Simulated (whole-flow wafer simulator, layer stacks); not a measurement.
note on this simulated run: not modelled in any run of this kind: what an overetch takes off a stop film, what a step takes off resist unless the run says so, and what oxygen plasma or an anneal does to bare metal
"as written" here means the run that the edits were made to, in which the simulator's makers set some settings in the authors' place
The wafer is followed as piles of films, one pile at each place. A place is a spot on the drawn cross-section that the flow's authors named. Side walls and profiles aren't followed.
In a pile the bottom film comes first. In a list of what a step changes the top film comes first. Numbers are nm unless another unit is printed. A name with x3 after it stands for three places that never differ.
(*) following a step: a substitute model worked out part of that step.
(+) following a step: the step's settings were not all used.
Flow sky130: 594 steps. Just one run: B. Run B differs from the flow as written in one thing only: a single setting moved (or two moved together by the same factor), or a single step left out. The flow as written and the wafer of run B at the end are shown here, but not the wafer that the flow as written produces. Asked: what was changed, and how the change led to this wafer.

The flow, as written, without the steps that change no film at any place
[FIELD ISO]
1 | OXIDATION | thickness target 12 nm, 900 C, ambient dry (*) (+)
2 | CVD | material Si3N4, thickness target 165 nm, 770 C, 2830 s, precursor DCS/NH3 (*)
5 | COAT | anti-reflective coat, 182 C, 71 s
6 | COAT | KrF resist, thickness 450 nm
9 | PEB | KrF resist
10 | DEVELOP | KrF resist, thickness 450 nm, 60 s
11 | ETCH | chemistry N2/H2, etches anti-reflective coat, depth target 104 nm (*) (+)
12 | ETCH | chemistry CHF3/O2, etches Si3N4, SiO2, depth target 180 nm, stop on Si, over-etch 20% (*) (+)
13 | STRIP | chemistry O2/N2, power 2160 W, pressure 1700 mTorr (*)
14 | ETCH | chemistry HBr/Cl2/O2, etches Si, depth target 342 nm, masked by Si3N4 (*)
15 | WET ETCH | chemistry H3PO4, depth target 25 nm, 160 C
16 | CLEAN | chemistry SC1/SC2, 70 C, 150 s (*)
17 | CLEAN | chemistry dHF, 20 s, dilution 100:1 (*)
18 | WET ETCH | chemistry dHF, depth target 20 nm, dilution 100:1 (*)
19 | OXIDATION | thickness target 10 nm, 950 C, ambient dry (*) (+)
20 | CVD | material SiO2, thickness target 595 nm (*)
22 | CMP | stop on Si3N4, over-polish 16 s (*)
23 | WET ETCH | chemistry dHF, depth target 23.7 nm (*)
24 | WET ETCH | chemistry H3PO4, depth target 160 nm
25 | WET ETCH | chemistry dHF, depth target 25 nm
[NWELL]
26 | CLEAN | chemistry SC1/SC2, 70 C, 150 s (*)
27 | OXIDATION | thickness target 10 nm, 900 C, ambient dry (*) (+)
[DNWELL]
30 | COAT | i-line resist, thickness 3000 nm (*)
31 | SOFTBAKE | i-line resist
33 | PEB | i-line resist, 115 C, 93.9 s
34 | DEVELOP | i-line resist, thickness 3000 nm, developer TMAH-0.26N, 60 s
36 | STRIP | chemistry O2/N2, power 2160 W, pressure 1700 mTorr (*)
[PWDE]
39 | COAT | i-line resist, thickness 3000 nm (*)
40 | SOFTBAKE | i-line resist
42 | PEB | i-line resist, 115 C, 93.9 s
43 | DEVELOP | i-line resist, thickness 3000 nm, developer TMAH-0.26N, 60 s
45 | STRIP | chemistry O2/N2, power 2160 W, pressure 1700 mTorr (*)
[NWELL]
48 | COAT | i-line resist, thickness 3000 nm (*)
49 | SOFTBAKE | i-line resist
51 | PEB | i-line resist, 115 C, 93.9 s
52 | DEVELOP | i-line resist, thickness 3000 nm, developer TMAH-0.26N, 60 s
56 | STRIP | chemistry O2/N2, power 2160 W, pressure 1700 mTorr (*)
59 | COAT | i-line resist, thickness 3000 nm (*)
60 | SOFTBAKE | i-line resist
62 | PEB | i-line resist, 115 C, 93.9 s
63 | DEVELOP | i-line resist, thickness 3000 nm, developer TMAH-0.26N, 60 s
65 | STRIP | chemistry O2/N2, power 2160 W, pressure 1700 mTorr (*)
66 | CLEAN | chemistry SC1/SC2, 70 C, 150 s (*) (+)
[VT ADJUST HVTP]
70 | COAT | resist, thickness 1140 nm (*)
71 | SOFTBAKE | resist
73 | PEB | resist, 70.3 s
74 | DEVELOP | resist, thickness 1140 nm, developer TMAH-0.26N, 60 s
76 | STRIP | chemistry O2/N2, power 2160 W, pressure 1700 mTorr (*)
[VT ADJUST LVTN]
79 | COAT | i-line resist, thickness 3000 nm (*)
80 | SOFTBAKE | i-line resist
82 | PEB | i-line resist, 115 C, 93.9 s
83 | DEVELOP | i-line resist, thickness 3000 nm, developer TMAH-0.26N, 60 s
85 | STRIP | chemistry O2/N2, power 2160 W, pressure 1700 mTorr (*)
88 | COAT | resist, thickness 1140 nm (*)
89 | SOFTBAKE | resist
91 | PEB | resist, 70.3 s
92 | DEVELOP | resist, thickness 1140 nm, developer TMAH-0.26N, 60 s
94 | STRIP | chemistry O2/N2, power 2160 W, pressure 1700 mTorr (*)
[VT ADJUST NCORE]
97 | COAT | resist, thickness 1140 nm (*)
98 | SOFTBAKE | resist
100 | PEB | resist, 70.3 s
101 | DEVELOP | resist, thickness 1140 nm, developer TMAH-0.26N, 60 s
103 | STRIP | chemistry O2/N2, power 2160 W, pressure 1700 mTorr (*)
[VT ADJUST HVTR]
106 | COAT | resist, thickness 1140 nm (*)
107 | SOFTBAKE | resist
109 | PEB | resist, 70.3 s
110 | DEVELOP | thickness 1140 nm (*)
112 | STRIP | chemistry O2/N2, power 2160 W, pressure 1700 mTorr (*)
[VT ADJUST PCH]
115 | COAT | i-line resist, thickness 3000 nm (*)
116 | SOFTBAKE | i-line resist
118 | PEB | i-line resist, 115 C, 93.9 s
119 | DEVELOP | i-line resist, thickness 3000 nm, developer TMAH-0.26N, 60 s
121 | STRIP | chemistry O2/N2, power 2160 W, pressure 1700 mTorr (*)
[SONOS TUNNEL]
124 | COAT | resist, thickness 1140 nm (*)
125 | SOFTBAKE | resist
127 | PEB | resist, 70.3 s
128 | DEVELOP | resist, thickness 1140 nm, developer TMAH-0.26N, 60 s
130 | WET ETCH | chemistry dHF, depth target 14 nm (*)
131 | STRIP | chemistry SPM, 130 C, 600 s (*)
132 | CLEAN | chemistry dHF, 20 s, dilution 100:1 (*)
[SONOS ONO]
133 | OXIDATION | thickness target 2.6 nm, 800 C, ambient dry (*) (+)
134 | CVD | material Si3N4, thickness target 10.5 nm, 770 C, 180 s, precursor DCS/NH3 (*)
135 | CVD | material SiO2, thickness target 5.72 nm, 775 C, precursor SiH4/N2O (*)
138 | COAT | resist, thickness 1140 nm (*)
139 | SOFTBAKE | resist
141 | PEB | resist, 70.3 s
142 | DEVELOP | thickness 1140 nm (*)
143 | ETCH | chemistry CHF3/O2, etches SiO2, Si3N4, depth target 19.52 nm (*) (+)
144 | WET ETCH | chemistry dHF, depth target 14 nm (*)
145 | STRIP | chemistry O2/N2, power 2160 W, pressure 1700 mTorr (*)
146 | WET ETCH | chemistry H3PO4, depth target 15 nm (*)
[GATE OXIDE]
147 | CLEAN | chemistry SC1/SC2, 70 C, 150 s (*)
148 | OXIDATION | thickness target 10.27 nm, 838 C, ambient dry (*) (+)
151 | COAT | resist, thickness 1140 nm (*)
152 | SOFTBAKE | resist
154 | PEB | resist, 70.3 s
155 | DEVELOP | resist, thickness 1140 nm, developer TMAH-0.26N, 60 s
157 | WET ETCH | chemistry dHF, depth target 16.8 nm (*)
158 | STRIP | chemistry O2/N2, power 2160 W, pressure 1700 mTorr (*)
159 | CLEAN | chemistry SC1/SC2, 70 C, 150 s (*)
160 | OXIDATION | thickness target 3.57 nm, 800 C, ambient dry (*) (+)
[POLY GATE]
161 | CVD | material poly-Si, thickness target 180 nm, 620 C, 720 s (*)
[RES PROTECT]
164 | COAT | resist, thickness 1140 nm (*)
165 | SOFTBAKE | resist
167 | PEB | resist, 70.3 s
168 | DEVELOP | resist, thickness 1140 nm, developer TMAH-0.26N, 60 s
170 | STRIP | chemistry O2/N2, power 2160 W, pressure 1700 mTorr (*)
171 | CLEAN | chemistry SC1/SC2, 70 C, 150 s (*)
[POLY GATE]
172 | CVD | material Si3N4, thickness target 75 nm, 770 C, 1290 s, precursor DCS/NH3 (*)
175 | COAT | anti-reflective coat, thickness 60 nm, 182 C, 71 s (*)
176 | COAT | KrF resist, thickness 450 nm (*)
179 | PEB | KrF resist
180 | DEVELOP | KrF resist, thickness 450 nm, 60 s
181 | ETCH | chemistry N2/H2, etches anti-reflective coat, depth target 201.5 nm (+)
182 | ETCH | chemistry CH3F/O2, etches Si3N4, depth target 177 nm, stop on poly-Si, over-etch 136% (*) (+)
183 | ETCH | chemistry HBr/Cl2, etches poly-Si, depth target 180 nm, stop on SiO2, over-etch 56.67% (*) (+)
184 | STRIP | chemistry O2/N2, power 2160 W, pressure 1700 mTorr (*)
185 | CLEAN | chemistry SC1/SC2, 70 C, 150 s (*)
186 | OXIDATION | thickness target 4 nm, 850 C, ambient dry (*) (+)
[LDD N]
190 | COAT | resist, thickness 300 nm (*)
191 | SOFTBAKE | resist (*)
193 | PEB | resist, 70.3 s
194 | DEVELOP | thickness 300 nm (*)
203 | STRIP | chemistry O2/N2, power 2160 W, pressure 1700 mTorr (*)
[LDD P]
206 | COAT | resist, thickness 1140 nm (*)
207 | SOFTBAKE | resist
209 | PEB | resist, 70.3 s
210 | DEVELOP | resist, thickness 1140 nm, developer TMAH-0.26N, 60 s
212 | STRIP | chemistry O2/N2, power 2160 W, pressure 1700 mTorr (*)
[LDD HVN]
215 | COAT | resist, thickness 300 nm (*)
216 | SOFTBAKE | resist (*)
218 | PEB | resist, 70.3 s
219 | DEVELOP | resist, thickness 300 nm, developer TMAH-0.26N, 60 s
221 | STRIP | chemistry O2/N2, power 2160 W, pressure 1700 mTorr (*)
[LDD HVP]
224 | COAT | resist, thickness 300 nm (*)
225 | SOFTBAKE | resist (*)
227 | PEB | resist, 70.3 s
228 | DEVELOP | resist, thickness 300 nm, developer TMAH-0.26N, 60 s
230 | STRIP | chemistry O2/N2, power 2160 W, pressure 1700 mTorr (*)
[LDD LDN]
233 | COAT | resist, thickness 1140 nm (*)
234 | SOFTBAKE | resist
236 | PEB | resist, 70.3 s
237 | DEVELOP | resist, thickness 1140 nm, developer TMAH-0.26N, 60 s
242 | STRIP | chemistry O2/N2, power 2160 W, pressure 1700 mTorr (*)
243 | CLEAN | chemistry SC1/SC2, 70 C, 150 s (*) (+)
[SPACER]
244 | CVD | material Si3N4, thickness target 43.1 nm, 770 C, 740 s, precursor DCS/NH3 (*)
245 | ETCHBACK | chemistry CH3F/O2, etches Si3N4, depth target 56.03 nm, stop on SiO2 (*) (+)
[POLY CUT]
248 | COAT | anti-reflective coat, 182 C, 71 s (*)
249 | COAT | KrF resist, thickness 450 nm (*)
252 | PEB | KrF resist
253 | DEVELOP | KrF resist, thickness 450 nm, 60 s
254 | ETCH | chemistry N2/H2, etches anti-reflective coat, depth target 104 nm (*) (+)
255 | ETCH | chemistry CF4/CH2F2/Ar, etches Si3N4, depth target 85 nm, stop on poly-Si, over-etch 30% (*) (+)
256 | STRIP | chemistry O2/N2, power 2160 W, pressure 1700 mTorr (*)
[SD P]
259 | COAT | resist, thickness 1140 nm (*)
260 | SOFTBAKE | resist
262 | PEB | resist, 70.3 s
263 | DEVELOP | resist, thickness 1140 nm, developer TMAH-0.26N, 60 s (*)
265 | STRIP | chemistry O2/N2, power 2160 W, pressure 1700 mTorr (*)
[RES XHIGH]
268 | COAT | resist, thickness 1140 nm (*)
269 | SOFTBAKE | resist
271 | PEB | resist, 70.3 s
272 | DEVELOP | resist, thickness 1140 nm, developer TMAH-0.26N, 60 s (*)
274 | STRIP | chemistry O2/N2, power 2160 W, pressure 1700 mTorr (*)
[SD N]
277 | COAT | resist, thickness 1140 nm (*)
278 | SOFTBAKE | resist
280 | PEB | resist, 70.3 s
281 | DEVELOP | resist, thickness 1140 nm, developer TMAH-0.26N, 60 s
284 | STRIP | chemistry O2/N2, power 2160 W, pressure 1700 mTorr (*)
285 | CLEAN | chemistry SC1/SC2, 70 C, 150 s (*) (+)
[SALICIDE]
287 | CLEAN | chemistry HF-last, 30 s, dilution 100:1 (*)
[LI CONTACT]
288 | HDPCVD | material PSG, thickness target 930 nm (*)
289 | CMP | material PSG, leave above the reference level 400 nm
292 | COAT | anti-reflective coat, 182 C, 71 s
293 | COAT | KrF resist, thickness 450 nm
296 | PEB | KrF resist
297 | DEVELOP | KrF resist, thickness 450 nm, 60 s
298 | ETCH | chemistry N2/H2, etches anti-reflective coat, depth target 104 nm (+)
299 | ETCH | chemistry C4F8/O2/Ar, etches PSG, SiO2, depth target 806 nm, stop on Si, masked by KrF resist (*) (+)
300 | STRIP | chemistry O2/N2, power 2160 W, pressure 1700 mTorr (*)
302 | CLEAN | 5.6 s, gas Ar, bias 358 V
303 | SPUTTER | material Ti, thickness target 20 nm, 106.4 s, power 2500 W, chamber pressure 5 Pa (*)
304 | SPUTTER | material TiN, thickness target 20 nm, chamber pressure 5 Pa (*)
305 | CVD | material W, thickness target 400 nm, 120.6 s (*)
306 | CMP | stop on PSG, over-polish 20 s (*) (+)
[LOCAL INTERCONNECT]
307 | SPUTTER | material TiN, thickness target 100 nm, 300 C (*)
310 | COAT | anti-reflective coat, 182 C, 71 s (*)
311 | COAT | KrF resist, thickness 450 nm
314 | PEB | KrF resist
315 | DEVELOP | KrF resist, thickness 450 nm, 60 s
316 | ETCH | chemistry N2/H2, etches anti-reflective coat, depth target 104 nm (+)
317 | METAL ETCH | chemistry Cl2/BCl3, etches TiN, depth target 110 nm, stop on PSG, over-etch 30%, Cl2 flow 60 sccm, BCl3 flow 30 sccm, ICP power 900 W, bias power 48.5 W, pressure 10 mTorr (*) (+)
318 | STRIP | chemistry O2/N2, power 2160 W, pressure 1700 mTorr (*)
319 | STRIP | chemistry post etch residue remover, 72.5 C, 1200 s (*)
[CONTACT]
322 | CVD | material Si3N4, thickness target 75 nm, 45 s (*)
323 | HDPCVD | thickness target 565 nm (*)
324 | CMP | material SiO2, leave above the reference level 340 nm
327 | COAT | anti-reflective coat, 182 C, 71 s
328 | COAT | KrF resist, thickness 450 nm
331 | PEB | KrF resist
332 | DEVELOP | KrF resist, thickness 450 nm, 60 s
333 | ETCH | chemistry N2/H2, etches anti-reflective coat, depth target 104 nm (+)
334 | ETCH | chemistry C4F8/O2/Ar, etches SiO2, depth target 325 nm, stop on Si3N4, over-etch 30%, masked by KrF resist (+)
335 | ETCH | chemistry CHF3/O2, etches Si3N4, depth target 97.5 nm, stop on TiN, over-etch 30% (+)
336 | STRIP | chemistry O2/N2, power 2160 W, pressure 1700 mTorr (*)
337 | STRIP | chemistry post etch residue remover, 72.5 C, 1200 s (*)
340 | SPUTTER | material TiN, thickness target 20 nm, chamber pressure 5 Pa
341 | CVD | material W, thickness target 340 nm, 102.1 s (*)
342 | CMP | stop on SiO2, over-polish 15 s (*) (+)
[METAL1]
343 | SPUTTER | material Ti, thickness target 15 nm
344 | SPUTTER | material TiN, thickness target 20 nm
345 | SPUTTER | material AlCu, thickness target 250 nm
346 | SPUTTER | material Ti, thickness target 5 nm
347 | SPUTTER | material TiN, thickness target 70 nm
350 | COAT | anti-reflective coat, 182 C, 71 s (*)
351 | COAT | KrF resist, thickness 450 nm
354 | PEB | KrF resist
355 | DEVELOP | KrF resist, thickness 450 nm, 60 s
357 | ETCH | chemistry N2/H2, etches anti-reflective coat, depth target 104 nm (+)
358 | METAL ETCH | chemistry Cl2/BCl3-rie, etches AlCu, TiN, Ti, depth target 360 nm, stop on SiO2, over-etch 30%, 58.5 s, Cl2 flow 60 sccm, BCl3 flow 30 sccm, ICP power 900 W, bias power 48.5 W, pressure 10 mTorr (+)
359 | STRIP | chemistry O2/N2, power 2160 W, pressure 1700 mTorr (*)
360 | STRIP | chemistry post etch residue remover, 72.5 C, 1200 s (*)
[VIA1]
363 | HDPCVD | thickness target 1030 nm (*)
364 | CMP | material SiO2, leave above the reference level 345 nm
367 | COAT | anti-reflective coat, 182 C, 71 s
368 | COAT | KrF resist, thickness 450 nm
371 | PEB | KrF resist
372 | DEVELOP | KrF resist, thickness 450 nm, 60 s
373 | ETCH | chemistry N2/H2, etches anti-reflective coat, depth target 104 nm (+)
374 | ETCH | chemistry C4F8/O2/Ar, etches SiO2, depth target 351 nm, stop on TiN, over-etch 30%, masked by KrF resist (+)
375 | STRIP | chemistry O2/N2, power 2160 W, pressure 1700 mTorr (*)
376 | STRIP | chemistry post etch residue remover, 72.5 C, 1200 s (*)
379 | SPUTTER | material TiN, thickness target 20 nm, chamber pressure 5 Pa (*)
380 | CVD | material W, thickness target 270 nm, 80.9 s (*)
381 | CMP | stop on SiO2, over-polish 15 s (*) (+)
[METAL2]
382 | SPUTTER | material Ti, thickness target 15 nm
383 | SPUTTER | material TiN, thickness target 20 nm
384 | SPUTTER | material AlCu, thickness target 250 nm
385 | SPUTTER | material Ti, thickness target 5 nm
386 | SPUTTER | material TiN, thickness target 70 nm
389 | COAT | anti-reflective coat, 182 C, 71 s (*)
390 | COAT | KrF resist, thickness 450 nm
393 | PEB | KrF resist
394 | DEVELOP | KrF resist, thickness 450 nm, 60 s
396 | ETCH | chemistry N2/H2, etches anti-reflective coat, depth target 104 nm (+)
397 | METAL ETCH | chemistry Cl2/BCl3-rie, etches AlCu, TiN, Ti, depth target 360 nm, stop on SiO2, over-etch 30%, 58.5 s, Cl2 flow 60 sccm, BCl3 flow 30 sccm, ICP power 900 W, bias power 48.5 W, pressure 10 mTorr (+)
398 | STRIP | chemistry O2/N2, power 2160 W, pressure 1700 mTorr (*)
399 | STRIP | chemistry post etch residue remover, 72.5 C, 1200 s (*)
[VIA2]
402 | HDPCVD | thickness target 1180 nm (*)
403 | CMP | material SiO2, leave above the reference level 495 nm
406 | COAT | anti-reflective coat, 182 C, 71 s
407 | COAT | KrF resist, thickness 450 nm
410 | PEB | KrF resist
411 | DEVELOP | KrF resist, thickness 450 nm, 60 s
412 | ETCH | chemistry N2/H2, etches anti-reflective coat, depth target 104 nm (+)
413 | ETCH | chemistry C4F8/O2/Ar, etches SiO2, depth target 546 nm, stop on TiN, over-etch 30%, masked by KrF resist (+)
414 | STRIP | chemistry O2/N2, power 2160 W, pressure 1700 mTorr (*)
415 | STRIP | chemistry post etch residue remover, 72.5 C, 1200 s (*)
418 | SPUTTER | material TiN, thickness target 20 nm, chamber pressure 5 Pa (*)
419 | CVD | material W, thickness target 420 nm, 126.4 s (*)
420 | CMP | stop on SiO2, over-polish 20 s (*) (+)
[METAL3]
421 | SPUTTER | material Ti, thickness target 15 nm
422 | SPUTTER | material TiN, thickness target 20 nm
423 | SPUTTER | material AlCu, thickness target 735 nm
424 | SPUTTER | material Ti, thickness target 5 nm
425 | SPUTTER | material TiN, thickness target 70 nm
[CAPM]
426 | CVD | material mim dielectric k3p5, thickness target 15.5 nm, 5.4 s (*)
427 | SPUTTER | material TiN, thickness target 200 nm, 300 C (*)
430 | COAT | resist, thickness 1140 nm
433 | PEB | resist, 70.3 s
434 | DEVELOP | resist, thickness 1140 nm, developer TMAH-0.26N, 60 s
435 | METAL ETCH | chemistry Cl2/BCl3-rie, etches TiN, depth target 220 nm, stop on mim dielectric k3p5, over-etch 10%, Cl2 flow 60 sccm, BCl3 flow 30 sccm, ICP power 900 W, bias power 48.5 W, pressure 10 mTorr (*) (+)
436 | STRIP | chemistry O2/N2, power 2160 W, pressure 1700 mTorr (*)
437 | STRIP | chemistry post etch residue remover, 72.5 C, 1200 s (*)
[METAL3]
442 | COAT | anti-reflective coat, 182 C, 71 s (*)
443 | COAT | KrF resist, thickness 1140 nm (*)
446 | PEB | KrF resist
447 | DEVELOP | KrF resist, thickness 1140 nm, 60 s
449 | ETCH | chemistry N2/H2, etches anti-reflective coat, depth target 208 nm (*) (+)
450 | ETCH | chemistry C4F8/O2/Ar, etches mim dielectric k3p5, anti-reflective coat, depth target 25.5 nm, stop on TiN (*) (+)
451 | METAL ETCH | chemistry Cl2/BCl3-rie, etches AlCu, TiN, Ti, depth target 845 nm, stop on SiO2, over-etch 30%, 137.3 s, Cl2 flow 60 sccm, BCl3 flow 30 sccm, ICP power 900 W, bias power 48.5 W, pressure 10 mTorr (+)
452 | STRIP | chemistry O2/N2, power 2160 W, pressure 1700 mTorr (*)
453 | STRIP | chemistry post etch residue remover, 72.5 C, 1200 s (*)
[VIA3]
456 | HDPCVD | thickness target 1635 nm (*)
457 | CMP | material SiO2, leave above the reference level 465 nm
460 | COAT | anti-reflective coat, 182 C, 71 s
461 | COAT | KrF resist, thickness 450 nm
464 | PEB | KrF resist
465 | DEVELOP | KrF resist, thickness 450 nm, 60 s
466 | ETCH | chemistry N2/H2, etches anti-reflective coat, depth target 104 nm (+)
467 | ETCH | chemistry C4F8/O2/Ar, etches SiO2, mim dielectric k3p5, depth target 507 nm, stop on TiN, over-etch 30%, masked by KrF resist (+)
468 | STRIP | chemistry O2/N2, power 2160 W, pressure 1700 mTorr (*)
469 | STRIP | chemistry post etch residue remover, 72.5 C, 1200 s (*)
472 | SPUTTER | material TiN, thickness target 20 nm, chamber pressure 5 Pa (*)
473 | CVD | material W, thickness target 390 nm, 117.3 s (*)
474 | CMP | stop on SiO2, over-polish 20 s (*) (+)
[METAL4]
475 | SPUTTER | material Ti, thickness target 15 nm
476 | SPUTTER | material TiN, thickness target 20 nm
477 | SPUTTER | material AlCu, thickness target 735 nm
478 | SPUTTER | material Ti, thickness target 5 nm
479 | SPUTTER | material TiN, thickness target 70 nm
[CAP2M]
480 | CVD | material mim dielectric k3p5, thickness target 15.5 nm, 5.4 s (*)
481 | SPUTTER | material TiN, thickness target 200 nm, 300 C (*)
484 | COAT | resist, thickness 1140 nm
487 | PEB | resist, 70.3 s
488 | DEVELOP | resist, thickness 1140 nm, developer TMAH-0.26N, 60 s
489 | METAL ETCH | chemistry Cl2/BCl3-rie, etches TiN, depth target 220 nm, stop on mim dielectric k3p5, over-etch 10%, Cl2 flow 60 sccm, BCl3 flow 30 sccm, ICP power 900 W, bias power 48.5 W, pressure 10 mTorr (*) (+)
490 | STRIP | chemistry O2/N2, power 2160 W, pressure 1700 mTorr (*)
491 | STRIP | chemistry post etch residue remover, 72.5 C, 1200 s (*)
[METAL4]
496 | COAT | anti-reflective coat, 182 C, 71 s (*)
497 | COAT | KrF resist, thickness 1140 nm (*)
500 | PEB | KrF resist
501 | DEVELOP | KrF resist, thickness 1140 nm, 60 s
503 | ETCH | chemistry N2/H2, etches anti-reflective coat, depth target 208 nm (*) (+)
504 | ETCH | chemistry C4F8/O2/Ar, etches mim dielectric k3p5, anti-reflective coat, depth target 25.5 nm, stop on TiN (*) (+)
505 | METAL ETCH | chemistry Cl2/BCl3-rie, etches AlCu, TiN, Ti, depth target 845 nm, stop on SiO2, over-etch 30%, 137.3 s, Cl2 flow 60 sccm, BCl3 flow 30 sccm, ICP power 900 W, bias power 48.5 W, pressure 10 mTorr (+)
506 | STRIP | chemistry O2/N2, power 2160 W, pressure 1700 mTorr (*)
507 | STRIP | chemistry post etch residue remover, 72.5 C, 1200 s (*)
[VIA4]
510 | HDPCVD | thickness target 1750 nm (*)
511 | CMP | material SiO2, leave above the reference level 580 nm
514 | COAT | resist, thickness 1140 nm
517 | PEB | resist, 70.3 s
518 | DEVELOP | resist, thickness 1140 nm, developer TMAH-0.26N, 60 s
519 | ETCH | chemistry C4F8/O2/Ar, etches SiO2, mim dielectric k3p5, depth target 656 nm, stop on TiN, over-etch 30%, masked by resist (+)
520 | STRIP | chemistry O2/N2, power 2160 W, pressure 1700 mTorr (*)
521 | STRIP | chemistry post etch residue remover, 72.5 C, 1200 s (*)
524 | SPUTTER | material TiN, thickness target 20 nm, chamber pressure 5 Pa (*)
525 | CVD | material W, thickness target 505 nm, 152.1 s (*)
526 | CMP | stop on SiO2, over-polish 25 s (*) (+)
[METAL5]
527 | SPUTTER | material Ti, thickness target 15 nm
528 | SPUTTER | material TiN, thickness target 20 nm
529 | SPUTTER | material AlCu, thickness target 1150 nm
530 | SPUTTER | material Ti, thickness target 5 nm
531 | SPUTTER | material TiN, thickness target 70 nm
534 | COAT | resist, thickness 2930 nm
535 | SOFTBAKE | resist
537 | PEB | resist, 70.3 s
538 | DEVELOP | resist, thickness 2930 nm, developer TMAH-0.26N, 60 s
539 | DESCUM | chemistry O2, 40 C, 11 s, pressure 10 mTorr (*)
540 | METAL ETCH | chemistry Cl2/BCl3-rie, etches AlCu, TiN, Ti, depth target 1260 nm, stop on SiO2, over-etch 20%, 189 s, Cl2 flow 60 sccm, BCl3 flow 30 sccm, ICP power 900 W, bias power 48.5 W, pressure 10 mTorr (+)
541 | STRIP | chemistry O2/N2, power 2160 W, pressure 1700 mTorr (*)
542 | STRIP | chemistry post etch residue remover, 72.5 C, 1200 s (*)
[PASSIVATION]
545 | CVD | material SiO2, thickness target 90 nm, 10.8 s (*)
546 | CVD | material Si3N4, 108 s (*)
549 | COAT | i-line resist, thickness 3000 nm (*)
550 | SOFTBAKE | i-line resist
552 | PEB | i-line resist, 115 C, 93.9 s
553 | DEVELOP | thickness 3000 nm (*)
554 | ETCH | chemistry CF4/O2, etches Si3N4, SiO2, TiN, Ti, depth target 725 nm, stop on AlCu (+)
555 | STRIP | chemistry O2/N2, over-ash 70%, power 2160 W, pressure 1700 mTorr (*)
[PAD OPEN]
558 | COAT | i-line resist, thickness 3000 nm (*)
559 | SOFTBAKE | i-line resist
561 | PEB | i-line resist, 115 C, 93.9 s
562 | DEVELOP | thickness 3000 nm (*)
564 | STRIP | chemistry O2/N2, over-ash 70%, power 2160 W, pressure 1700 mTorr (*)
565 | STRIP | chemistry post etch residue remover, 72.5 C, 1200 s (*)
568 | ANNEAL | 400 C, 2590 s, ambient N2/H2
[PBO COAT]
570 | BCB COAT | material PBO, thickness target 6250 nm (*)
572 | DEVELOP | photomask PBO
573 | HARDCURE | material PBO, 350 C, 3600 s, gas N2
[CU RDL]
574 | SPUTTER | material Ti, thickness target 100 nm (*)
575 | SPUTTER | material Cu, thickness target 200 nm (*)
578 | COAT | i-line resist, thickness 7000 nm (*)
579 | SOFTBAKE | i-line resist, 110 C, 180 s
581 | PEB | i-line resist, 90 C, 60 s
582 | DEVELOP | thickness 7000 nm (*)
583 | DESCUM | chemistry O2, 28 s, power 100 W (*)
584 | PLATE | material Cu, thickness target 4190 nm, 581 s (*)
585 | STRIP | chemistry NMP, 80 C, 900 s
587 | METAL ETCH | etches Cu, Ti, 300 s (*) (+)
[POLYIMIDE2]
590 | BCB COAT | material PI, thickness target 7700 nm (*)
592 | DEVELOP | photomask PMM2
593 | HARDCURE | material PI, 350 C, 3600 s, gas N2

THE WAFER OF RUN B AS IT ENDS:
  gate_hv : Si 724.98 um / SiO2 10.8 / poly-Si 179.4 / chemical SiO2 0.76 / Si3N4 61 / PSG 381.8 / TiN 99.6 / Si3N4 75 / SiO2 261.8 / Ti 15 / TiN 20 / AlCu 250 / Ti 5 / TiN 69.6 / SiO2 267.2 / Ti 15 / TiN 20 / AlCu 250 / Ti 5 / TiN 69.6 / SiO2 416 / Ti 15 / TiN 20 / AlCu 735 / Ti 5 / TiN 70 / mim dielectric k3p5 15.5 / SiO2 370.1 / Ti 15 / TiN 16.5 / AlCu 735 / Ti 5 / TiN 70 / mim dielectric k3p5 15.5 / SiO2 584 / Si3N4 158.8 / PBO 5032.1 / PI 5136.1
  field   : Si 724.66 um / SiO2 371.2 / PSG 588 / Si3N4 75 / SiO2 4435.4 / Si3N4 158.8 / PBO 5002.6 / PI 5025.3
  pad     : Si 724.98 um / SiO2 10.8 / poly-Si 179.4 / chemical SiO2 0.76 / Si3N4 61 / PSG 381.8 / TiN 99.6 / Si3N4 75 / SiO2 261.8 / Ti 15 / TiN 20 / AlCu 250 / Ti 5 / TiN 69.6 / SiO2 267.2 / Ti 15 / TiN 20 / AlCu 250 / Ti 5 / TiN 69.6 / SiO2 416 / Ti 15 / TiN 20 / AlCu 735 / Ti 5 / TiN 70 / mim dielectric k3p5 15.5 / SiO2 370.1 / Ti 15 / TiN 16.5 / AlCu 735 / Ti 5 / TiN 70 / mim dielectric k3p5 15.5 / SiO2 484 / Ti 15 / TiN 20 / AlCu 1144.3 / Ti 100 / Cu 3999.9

What caused this: step 476, SPUTTER: thickness target 16.5 nm was run, while the flow as written has thickness target 20 nm.
The wafer itself shows it: gate_hv has TiN 16.5, and step 476 as written asks for 20 nm.

Step by step, how the change led to this:
  476 | SPUTTER | material TiN, thickness target 20 nm
      field, active, n_well and 189 more: +16.5 TiN (new film) (as written it would have been: +20 TiN (new film))
  505 | METAL ETCH | chemistry Cl2/BCl3-rie, etches AlCu, TiN, Ti, depth target 845 nm, stop on SiO2, over-etch 30%, 137.3 s, Cl2 flow 60 sccm, BCl3 flow 30 sccm, ICP power 900 W, bias power 48.5 W, pressure 10 mTorr (+)
      field, gate, spacer and 68 more: -70 TiN (all of it), -5 Ti (all of it), -735 AlCu (all of it), -16.5 TiN (all of it), -15 Ti (all of it), -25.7 SiO2 (as written it would have been: -70 TiN (all of it), -5 Ti (all of it), -735 AlCu (all of it), -20 TiN (all of it), -15 Ti (all of it), -25.4 SiO2)
      active, vpp_iso1, mim_edge_plate and 14 more: -70 TiN (all of it), -5 Ti (all of it), -735 AlCu (all of it), -16.5 TiN (all of it), -15 Ti (all of it), -25.7 SiO2 (as written it would have been: -70 TiN (all of it), -5 Ti (all of it), -735 AlCu (all of it), -20 TiN (all of it), -15 Ti (all of it), -25.3 SiO2)
